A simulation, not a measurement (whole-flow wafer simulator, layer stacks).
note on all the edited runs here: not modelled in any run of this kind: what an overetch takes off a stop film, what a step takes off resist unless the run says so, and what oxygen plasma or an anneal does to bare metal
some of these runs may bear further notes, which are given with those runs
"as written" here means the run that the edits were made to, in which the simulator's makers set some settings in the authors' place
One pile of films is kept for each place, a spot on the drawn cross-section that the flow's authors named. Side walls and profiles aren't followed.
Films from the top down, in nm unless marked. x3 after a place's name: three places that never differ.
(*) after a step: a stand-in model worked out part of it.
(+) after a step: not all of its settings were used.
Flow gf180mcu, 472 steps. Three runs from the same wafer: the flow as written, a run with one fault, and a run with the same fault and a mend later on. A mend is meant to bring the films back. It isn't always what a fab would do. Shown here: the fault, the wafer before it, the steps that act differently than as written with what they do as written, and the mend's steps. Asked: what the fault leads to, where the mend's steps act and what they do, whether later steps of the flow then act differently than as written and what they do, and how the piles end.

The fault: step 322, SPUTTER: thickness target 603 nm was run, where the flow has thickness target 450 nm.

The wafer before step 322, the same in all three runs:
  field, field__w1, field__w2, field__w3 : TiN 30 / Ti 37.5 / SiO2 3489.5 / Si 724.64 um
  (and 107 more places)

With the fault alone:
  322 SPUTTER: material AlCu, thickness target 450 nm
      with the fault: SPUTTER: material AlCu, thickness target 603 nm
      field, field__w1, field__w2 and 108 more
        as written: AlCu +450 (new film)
        with the fault: AlCu +603 (new film)
  Later steps of the flow that act differently than as written:
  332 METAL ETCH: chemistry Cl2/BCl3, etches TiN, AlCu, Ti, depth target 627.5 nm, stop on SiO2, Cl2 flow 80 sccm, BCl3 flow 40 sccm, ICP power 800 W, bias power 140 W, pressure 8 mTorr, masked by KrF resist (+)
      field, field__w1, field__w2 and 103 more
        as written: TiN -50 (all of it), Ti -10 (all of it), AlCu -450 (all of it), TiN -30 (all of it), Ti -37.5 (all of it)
        with the fault: TiN -50 (all of it), Ti -10 (all of it), AlCu -567.5
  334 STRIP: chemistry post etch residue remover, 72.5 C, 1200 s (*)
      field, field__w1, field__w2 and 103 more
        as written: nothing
        with the fault: AlCu -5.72
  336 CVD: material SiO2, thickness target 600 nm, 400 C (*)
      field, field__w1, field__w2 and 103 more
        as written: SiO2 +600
        with the fault: SiO2 +600 (new film)
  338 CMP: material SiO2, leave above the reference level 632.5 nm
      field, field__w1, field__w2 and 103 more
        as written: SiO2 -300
        with the fault: SiO2 -244.3
  At the end the piles differ from the flow's by more than 2% or 0.5 nm, whichever is larger, at field, field__w1, field__w2 and 109 more.
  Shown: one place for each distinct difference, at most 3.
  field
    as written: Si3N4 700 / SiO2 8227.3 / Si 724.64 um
    with the fault: Si3N4 700 / SiO2 4793.5 / AlCu 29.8 / TiN 30 / Ti 37.5 / SiO2 3489.5 / Si 724.64 um
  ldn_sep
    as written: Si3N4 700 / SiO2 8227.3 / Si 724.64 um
    with the fault: Si3N4 700 / SiO2 4793.5 / AlCu 29.8 / TiN 30 / Ti 37.5 / SiO2 3489.4 / Si 724.64 um
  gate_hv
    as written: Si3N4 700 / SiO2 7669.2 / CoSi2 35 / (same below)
    with the fault: Si3N4 700 / SiO2 4793.5 / AlCu 29.8 / TiN 30 / Ti 37.5 / SiO2 2931.3 / CoSi2 35 / (same below)

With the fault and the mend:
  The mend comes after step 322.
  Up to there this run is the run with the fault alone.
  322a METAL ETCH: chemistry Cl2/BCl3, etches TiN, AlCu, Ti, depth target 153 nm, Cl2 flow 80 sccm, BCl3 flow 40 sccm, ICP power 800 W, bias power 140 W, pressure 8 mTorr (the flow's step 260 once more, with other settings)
      field, field__w1, field__w2 and 108 more
        AlCu -153
  No later step of the flow acts differently than as written at any place that is followed.
  At the end the piles are the same as the flow's at every place that both follow.
